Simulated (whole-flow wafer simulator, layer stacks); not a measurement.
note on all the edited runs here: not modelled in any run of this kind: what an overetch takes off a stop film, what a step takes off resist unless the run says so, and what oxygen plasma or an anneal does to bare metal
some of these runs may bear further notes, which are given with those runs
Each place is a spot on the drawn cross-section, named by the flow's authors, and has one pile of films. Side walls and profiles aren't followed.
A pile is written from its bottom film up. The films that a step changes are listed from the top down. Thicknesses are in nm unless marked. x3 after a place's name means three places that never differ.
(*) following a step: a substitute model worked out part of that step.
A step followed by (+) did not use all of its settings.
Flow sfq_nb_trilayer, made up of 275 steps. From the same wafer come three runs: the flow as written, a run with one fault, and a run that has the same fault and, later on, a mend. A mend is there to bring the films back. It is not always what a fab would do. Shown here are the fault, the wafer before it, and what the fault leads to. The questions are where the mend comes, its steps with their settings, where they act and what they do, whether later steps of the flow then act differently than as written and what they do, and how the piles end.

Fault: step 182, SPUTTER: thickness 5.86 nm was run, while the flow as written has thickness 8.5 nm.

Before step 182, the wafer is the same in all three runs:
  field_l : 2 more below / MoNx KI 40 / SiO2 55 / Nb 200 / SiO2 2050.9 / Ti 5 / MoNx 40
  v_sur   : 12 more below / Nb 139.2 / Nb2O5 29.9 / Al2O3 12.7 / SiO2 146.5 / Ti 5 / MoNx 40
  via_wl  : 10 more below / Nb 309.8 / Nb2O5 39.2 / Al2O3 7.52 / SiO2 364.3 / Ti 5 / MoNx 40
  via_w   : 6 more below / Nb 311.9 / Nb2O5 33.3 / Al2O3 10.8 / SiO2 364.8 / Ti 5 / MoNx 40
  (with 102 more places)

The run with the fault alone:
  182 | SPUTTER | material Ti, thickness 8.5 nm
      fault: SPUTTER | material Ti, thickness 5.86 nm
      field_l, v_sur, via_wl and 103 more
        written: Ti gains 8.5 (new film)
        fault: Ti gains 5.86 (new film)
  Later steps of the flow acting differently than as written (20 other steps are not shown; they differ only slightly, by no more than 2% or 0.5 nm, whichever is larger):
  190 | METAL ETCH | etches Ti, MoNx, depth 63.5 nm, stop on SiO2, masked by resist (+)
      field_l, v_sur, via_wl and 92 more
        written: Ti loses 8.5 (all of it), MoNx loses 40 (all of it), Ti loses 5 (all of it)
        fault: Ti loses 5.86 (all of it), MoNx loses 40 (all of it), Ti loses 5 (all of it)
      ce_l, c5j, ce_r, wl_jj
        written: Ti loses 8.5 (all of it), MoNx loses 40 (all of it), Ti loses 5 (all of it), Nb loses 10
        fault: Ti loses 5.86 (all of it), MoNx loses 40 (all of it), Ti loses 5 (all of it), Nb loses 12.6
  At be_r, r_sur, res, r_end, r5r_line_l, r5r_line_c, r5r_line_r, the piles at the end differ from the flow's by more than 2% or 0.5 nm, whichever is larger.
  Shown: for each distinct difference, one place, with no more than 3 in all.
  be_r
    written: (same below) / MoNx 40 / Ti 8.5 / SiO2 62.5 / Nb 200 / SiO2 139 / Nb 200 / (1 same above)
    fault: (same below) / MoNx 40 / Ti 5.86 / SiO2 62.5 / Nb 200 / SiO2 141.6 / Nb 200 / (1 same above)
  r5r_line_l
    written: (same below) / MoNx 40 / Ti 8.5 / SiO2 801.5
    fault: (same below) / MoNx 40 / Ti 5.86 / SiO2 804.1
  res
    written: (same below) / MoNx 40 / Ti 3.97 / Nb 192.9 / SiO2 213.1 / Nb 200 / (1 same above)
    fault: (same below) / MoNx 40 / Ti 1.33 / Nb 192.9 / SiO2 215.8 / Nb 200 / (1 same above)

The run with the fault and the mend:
  The mend follows step 188.
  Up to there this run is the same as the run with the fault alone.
  188a | STRIP | over-ash 65%, gas O2, power 200 W (*)
      field_l, v_sur, via_wl and 96 more
        anti-reflective coat loses 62 (all of it)
      be_r, r_sur, res, r_end, r5r_line_l, r5r_line_c, r5r_line_r
        KrF resist loses 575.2 (all of it), anti-reflective coat loses 62 (all of it)
  188b | SPUTTER | material Ti, thickness 2.64 nm (a further turn of the flow's step 182, with different settings)
      field_l, v_sur, via_wl and 103 more
        Ti gains 2.64
  188c | COAT | anti-reflective coat, thickness 62 nm (a further turn of the flow's step 183)
      field_l, v_sur, via_wl and 103 more
        anti-reflective coat gains 62 (new film)
  188d | COAT | KrF resist, thickness 600 nm (a further turn of the flow's step 184)
      field_l, v_sur, via_wl and 103 more
        KrF resist gains 600 (new film)
  188e | SOFTBAKE | KrF resist (a further turn of the flow's step 185)
      leaves every film unchanged at each place that is followed
  188f | EXPOSE | photomask R5, dose 12.12 mJ/cm2, NA 0.6, wavelength 248 nm (*) (a further turn of the flow's step 186)
      leaves every film unchanged at each place that is followed
  188g | PEB | KrF resist, 90 s (a further turn of the flow's step 187)
      field_l, v_sur, via_wl and 103 more
        KrF resist loses 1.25
  188h | DEVELOP | KrF resist, thickness 600 nm, 60 s (a further turn of the flow's step 188)
      field_l, v_sur, via_wl and 96 more
        KrF resist loses 598.7 (all of it)
      be_r, r_sur, res, r_end, r5r_line_l, r5r_line_c, r5r_line_r
        KrF resist loses 23.5
  None of the later steps of the flow acts differently than as written at any place that is followed.
  At every place that both follow, the piles at the end match the flow's.
